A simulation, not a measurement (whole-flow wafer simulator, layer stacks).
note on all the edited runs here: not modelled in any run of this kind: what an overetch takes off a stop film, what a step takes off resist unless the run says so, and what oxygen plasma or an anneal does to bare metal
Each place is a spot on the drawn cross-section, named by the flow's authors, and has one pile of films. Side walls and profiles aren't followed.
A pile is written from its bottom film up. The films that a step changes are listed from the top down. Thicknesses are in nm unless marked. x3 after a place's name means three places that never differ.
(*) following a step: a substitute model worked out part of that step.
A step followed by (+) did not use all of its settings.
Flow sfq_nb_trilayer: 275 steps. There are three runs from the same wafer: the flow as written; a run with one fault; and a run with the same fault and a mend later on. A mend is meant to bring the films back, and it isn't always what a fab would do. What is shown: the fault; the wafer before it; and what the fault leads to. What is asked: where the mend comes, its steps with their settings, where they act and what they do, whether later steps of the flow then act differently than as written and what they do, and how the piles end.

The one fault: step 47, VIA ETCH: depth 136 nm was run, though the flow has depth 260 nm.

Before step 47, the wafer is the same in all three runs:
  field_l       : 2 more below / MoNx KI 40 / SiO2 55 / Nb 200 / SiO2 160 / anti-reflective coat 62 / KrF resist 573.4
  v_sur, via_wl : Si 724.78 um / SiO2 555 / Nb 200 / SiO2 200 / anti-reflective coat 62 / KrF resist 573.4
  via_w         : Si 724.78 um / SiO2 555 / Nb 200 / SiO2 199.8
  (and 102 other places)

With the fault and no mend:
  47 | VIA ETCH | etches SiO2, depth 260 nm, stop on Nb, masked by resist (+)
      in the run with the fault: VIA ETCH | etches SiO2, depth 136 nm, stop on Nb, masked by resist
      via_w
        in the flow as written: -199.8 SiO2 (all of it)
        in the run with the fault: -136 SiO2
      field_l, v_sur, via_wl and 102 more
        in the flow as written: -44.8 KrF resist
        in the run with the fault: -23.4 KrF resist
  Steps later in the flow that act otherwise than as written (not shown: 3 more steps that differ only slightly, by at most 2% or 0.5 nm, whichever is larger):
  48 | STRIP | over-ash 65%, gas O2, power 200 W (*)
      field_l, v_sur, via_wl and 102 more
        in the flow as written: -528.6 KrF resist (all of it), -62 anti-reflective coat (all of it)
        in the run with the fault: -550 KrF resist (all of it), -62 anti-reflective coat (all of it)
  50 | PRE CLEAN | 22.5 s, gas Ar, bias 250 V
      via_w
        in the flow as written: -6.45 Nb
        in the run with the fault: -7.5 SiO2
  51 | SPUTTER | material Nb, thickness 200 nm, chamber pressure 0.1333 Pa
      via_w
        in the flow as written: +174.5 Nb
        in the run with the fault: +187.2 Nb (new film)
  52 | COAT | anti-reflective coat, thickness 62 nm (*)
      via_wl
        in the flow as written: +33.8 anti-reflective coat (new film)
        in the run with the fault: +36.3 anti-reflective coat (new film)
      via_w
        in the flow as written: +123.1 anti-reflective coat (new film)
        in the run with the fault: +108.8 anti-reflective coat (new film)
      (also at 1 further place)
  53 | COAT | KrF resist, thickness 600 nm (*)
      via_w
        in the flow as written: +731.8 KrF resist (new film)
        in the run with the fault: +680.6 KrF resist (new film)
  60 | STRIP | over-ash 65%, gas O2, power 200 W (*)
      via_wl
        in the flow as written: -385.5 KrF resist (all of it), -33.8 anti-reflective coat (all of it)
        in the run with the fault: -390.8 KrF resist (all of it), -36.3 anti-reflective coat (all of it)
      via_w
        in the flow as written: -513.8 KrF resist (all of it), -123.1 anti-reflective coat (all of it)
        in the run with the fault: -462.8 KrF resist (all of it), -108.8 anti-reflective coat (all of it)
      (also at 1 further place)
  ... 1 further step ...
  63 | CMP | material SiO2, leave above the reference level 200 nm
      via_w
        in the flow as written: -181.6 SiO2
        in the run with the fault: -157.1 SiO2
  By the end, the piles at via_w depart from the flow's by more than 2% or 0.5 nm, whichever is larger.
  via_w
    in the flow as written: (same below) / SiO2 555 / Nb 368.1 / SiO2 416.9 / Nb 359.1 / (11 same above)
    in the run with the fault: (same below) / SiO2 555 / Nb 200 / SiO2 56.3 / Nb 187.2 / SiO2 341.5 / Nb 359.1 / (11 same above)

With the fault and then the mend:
  The mend follows step 47.
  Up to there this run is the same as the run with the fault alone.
  47a | VIA ETCH | etches SiO2, depth 124 nm, stop on Nb, masked by resist (+) (the flow's step 47, run once more with other settings)
      field_l, v_sur, via_wl and 102 more
        -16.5 KrF resist
      via_w
        -63.8 SiO2 (all of it)
  Every later step of the flow that is run acts as written, at every place that is followed, to within 2% or 0.5 nm, whichever is larger.
  By the end, the piles equal the flow's at every place that both follow.
